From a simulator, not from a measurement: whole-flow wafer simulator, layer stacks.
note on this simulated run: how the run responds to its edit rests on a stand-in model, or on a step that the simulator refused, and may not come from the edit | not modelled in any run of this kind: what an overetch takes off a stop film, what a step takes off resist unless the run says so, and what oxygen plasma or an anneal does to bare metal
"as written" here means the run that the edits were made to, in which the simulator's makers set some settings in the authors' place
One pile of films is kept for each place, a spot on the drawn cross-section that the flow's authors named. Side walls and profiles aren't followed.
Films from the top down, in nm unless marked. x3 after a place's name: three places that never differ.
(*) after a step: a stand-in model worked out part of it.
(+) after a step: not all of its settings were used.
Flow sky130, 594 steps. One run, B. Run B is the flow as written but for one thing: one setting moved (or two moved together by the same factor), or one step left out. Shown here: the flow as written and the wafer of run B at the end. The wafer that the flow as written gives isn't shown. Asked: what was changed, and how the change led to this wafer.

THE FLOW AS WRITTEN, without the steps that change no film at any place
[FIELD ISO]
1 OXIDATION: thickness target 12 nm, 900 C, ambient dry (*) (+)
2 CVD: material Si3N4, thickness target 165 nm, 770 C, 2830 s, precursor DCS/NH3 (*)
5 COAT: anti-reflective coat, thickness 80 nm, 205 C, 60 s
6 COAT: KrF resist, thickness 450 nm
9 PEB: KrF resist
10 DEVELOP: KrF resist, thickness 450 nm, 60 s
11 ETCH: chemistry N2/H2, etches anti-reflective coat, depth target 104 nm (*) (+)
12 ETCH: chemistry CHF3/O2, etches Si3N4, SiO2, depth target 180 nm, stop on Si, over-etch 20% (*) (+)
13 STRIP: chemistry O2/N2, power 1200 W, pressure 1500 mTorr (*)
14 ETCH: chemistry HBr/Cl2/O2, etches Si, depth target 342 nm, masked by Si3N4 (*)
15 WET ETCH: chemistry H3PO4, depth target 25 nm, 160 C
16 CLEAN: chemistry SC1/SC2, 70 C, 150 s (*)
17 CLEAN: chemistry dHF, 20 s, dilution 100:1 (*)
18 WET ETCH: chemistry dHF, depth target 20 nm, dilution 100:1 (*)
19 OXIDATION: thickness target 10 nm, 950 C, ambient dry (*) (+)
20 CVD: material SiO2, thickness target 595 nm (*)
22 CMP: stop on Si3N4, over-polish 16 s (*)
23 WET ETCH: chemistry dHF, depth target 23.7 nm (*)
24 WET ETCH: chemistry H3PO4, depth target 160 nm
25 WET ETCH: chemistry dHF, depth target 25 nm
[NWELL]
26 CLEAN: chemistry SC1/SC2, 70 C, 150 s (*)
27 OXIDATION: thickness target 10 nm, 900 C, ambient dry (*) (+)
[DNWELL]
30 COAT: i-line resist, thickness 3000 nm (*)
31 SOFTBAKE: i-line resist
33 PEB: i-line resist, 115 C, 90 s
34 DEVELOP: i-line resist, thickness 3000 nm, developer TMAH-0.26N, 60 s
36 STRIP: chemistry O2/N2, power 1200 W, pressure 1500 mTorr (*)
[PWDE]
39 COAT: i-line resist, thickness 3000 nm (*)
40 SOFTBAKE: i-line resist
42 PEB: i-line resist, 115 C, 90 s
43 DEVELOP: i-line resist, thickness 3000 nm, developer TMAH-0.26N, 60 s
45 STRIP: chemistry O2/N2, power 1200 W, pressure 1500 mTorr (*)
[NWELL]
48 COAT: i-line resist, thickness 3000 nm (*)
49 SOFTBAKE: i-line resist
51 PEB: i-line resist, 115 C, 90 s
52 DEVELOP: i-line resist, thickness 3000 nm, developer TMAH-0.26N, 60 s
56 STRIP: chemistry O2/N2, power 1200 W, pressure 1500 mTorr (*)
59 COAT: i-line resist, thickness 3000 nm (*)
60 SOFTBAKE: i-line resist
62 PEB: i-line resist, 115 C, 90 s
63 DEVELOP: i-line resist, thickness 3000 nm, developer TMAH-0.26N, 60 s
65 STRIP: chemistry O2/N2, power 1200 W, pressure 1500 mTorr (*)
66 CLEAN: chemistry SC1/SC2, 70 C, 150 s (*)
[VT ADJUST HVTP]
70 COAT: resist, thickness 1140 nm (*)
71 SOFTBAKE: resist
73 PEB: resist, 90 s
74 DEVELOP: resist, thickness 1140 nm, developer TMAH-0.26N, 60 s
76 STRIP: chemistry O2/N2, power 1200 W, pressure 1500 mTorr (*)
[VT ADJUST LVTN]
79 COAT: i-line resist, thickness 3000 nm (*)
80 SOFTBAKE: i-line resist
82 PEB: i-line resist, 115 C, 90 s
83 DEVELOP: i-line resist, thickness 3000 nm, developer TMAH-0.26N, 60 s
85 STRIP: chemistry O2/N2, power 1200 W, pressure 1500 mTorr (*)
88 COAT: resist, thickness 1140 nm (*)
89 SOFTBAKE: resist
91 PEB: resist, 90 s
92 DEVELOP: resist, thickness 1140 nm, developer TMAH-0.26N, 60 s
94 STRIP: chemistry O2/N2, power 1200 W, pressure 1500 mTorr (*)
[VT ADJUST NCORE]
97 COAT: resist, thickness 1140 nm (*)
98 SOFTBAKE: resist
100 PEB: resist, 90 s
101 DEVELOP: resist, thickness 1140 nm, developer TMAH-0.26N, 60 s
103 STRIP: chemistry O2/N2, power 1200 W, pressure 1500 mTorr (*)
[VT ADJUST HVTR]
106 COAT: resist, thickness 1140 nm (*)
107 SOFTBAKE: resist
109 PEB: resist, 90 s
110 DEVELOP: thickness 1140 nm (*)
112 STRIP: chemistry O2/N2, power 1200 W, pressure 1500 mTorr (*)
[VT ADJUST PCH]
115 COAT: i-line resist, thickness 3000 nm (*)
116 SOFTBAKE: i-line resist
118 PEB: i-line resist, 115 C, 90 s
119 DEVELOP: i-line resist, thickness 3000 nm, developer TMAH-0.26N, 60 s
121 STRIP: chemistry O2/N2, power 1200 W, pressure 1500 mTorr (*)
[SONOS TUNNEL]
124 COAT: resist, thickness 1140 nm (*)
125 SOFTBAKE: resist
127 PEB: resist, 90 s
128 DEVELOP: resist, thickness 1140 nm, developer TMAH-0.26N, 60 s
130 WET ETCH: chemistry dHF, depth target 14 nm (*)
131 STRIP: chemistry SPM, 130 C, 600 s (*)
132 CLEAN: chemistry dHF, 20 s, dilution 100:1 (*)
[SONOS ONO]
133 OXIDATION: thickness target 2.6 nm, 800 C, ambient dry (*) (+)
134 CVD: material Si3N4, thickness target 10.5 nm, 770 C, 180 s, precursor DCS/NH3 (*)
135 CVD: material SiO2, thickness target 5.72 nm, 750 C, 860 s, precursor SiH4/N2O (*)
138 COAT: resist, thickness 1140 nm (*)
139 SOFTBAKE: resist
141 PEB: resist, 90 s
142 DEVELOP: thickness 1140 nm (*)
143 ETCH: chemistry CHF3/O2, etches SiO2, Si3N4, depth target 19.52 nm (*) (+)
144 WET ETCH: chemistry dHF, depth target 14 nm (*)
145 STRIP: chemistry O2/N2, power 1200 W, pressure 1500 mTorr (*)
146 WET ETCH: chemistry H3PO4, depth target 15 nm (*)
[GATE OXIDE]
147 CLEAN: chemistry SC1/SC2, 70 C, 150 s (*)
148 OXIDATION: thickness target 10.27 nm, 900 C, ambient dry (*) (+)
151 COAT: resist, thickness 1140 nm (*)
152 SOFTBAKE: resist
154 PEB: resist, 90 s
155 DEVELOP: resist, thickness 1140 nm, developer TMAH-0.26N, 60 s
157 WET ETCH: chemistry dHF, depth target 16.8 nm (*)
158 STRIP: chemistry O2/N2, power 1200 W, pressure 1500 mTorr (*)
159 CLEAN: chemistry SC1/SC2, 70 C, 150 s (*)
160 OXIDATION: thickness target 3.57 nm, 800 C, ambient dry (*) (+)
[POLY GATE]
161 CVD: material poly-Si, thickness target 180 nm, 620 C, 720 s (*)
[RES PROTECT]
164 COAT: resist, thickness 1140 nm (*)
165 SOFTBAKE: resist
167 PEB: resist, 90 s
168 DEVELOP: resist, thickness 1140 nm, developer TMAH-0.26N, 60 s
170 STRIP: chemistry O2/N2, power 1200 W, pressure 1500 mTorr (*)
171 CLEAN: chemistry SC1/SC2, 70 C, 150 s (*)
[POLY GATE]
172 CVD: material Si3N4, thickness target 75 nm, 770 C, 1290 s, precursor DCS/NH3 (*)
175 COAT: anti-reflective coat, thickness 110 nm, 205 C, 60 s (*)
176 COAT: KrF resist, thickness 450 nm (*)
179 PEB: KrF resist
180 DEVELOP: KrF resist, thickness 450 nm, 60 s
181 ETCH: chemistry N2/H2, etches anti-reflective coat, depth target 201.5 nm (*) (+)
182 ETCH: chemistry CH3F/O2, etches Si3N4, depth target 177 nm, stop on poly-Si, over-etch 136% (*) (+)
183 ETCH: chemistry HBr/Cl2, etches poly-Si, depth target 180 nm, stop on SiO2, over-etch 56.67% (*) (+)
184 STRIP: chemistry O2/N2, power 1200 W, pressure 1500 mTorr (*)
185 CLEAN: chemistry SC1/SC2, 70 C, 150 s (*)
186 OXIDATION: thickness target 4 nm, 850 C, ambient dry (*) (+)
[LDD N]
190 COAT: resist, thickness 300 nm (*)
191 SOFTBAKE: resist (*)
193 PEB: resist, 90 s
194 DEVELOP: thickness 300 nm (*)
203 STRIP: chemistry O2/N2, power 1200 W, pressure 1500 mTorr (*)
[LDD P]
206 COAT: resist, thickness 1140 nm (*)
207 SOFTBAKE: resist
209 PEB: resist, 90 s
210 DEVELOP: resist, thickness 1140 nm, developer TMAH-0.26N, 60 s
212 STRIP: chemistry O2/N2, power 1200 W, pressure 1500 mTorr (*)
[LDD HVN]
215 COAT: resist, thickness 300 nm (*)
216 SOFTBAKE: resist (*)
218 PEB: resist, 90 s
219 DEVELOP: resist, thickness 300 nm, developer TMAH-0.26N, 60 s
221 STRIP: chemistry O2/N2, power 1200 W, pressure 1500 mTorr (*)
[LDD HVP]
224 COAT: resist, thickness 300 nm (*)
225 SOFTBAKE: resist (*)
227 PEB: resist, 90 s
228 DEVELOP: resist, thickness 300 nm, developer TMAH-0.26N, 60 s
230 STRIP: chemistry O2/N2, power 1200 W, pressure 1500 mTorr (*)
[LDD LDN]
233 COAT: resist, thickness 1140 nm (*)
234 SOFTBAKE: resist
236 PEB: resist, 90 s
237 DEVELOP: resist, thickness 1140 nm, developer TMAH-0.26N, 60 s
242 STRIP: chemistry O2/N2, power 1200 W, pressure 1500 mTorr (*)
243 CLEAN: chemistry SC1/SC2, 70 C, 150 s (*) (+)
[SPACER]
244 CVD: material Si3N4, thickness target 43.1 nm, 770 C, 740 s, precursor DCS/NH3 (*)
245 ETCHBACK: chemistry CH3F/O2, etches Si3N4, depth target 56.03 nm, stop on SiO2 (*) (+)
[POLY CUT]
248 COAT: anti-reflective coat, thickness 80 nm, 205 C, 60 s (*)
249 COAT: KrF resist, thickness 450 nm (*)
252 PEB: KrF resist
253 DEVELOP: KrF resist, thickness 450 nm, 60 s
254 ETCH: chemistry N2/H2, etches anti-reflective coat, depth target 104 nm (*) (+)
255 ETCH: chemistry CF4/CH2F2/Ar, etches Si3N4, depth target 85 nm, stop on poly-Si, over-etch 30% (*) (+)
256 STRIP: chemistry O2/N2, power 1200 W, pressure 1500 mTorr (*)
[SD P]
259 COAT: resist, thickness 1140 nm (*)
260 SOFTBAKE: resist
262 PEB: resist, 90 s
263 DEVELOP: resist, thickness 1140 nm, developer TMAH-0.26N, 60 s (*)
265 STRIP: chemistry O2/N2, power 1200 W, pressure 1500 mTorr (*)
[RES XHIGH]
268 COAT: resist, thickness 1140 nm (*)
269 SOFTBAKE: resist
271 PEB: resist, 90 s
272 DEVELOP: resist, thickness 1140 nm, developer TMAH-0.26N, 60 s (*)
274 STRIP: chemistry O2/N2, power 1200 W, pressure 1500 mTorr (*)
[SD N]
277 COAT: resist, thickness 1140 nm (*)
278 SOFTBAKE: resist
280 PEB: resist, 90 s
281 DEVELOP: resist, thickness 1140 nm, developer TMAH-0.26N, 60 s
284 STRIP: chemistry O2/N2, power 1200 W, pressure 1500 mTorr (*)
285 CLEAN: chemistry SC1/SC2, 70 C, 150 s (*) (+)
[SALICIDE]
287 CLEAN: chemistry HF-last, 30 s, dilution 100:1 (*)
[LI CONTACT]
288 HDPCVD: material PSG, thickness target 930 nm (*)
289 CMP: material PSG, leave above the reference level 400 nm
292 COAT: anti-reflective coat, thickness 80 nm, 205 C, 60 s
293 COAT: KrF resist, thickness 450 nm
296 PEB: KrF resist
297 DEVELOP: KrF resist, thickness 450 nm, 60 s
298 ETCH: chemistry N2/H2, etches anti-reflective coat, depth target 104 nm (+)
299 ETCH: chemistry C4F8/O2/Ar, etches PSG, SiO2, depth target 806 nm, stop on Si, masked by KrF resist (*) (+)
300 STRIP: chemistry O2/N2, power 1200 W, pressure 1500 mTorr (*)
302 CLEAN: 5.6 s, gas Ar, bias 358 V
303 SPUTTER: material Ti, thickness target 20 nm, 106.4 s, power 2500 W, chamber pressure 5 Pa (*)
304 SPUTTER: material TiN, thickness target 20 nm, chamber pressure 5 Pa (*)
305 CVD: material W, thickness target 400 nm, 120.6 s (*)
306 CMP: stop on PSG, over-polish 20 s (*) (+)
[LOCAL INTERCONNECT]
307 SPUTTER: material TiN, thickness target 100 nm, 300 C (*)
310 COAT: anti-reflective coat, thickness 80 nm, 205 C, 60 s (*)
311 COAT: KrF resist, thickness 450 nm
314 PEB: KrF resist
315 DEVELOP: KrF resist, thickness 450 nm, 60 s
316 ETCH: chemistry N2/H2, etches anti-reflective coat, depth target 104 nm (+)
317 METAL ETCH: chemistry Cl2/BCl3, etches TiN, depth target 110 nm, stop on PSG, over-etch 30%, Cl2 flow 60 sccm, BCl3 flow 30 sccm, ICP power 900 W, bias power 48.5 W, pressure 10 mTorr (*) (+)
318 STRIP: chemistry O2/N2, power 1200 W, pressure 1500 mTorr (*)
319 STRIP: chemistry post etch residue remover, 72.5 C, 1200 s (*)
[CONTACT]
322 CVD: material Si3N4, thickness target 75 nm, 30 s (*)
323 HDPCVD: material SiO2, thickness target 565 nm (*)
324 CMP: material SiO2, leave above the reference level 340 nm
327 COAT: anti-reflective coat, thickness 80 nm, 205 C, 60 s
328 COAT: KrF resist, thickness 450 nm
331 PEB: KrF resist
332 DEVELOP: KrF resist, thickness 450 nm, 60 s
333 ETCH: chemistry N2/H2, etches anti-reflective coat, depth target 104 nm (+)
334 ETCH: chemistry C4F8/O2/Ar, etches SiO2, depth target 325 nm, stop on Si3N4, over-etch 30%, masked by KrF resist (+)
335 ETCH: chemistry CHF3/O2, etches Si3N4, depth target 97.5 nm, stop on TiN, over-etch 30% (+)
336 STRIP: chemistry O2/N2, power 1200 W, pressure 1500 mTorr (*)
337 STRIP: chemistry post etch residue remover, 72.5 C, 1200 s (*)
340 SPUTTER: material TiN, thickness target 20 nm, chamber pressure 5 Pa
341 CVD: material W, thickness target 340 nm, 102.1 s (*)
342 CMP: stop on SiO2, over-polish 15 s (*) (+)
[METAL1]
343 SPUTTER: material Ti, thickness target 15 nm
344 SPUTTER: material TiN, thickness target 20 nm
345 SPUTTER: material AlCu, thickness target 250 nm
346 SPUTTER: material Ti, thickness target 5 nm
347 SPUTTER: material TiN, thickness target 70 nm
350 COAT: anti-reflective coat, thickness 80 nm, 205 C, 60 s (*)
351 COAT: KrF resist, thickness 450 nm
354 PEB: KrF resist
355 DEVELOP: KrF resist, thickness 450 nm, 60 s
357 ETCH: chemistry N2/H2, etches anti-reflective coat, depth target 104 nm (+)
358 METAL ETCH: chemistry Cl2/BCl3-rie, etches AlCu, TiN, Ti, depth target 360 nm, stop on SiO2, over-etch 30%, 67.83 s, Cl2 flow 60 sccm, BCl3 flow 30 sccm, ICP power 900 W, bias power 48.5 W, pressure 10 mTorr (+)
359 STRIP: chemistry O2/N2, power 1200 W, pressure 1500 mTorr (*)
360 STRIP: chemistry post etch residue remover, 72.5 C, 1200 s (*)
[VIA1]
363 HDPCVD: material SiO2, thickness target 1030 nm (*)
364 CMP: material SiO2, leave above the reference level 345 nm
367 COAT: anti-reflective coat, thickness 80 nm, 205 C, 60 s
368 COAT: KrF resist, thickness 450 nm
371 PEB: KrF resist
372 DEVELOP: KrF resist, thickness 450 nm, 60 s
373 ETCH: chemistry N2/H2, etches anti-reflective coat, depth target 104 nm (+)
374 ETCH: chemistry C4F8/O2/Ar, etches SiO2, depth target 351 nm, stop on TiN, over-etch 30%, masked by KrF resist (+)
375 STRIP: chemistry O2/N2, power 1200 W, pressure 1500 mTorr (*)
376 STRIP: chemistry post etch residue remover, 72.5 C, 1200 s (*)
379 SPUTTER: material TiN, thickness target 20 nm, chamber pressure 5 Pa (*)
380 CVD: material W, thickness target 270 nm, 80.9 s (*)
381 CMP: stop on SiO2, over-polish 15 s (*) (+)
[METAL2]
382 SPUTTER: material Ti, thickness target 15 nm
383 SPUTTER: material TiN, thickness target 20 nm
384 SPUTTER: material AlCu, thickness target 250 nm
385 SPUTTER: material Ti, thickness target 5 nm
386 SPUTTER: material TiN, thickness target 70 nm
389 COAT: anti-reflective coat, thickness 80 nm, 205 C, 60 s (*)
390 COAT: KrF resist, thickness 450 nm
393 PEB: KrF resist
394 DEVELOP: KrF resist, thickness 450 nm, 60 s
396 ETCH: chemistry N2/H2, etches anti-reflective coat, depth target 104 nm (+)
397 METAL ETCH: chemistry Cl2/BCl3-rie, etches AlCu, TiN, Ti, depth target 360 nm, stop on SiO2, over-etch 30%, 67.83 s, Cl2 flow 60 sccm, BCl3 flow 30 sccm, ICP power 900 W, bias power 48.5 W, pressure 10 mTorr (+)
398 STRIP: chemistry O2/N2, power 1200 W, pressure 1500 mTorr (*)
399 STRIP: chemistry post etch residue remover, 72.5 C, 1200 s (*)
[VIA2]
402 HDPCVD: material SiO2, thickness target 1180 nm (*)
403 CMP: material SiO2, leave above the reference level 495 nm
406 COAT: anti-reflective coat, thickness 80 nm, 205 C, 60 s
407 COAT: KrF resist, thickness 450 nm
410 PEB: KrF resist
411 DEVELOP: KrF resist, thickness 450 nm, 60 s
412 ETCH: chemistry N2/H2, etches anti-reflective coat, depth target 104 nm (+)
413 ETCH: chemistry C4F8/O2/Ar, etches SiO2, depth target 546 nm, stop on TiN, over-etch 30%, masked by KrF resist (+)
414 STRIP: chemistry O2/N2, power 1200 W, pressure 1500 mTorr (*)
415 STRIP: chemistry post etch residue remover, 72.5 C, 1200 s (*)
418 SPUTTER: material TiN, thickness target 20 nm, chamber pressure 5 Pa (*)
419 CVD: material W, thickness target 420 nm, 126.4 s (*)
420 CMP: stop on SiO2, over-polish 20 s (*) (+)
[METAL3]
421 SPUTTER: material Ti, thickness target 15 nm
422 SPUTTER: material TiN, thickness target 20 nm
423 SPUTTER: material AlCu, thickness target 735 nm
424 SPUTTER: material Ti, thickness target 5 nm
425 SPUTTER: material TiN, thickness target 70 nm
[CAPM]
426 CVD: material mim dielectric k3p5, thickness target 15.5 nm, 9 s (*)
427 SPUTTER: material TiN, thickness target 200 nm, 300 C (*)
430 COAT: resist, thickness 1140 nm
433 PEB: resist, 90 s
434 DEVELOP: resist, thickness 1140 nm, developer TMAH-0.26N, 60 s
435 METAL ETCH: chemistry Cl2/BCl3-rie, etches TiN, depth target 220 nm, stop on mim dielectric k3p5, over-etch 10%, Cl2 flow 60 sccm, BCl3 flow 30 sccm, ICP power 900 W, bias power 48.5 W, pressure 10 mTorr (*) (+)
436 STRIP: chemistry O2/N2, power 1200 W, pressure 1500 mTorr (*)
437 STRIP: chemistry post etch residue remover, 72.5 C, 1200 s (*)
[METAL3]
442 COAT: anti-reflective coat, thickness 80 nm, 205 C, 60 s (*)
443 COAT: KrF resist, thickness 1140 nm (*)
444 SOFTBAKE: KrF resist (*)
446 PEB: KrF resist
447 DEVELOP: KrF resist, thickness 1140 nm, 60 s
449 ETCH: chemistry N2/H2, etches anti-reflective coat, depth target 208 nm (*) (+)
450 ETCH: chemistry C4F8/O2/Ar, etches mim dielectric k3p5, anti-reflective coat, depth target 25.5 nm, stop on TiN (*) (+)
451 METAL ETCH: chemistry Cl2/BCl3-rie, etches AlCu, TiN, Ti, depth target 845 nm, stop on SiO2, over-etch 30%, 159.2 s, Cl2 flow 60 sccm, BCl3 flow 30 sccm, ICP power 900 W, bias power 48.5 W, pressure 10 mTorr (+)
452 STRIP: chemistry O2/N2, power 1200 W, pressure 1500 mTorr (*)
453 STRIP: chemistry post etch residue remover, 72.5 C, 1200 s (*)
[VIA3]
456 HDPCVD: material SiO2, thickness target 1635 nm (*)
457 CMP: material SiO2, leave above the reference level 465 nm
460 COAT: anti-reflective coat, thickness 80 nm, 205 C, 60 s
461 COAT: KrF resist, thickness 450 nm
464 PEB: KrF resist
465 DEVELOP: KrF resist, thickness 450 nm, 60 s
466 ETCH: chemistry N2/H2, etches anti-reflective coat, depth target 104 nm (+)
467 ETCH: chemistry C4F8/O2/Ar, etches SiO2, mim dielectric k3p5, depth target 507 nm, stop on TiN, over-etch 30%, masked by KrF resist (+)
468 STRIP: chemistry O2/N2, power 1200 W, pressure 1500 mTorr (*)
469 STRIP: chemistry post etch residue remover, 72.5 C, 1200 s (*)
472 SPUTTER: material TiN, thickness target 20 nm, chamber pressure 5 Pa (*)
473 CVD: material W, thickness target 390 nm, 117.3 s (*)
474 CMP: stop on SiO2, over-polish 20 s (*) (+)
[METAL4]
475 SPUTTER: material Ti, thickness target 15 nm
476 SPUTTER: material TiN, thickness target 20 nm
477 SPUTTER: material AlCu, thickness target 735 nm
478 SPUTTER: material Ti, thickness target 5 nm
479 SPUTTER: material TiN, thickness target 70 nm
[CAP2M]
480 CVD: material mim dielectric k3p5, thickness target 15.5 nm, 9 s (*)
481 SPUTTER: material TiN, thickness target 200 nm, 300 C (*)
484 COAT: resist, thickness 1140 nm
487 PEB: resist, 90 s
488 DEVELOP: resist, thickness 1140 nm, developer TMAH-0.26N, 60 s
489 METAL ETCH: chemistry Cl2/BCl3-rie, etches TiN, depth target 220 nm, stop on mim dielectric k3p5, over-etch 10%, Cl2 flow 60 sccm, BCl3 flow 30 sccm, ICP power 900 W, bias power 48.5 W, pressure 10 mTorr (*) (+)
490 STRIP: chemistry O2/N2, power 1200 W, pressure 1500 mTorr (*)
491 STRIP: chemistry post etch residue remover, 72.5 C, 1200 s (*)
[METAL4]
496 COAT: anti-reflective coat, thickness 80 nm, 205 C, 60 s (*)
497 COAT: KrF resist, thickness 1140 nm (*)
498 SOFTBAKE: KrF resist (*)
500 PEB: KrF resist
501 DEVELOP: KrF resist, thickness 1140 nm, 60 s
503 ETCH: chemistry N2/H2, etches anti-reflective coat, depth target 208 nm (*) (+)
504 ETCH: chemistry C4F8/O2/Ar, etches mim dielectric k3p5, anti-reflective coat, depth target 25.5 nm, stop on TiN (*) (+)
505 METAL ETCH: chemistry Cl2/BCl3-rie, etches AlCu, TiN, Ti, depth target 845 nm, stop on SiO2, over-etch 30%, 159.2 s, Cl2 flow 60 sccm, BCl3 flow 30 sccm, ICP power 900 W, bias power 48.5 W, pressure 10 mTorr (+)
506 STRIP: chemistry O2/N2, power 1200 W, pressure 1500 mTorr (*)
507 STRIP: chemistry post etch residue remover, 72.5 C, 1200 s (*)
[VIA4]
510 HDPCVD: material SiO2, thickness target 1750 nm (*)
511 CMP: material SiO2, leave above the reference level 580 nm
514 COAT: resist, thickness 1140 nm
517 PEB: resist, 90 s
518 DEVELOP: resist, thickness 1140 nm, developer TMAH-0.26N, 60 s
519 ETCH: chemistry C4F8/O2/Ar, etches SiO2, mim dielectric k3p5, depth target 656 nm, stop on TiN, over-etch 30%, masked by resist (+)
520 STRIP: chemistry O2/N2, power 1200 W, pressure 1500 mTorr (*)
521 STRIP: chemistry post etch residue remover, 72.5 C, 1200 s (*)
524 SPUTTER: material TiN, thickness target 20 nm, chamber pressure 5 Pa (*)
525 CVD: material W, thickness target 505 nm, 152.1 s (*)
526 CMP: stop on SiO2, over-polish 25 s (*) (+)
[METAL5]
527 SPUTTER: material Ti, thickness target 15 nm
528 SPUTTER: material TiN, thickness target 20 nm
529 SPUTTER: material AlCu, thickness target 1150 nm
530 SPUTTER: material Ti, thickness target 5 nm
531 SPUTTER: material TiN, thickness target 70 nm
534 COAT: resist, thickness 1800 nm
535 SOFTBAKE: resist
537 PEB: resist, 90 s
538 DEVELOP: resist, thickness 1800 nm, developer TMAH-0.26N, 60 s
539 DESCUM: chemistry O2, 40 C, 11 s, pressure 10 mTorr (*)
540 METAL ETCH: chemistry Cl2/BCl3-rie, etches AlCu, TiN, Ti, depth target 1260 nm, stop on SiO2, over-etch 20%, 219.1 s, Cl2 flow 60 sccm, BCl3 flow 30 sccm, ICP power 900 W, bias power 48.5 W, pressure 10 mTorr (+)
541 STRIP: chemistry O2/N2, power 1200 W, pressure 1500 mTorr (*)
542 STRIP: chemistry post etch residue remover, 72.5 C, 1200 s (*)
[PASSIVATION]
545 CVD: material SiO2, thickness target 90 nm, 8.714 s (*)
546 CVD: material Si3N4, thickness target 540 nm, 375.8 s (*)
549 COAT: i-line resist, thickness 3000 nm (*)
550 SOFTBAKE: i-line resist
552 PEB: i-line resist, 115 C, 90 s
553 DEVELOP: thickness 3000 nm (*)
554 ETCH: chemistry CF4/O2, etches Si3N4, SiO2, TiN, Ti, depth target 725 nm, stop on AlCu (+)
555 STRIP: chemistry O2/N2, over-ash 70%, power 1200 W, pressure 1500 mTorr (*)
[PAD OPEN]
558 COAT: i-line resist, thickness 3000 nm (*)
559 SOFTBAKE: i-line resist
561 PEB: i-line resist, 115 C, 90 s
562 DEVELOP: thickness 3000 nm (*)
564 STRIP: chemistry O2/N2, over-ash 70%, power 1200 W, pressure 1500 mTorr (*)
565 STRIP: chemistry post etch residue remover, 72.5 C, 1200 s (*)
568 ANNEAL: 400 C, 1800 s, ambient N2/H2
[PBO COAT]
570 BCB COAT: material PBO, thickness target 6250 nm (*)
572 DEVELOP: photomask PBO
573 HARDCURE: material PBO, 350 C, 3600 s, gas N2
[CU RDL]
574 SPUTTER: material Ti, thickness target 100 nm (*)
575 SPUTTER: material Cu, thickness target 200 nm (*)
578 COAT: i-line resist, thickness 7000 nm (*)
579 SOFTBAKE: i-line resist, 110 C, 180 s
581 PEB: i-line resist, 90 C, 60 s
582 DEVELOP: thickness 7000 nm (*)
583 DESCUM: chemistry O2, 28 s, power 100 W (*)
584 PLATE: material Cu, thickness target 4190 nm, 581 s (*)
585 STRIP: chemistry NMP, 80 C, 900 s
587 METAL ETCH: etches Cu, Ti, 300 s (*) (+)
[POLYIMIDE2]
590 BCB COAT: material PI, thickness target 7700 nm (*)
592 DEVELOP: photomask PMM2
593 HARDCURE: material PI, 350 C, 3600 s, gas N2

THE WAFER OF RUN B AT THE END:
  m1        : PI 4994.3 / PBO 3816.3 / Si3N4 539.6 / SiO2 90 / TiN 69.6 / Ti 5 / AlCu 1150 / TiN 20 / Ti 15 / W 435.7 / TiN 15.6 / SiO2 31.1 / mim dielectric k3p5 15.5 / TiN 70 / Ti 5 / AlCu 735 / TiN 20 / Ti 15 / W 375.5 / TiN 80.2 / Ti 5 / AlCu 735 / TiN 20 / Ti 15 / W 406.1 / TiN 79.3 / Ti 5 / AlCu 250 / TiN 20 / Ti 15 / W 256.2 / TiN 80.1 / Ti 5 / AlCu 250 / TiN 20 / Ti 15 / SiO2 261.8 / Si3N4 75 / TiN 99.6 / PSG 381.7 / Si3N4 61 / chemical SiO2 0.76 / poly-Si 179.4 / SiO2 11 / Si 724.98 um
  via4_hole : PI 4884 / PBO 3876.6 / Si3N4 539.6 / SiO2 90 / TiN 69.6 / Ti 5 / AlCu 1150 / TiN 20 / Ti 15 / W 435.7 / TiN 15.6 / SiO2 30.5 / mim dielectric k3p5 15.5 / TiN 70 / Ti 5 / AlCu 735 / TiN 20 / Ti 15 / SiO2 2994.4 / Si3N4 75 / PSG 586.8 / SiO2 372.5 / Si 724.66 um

The cause: step 518, DEVELOP: 42 s was run, where the flow has 60 s; step 519, ETCH: depth target 459 nm was run, where the flow has depth target 656 nm.

How the change led to this, step by step:
  519 ETCH: chemistry C4F8/O2/Ar, etches SiO2, mim dielectric k3p5, depth target 656 nm, stop on TiN, over-etch 30%, masked by resist (+)
      m1: SiO2 -459 (as written it would be: SiO2 -490.1 (all of it), mim dielectric k3p5 -15.5 (all of it))
      via4_hole: SiO2 -459 (as written it would be: SiO2 -489.5 (all of it), mim dielectric k3p5 -15.5 (all of it))
      (and at 191 more places)
  520 STRIP: chemistry O2/N2, power 1200 W, pressure 1500 mTorr (*)
      field, active, n_well and 188 more: resist -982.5 (all of it) (as written it would be: resist -943 (all of it))
  524 SPUTTER: material TiN, thickness target 20 nm, chamber pressure 5 Pa (*)
      m1, via4_hole: TiN +15.6 (new film) (as written it would be: TiN +15.3)
  525 CVD: material W, thickness target 505 nm, 152.1 s (*)
      m1: W +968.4 (new film) (as written it would be: W +1015.8 (new film))
      via4_hole: W +968.4 (new film) (as written it would be: W +1015.2 (new film))
Counting metal films that touch as one body, m1 has 3 bodies (between them, from the top down: SiO2 31.1 / mim dielectric k3p5 15.5; SiO2 261.8 / Si3N4 75); the flow as written gives 2 bodies (between them, from the top down: SiO2 261.8 / Si3N4 75).
Counting metal films that touch as one body, via4_hole has 2 bodies (between them, from the top down: SiO2 30.5 / mim dielectric k3p5 15.5); the flow as written gives 1 body.
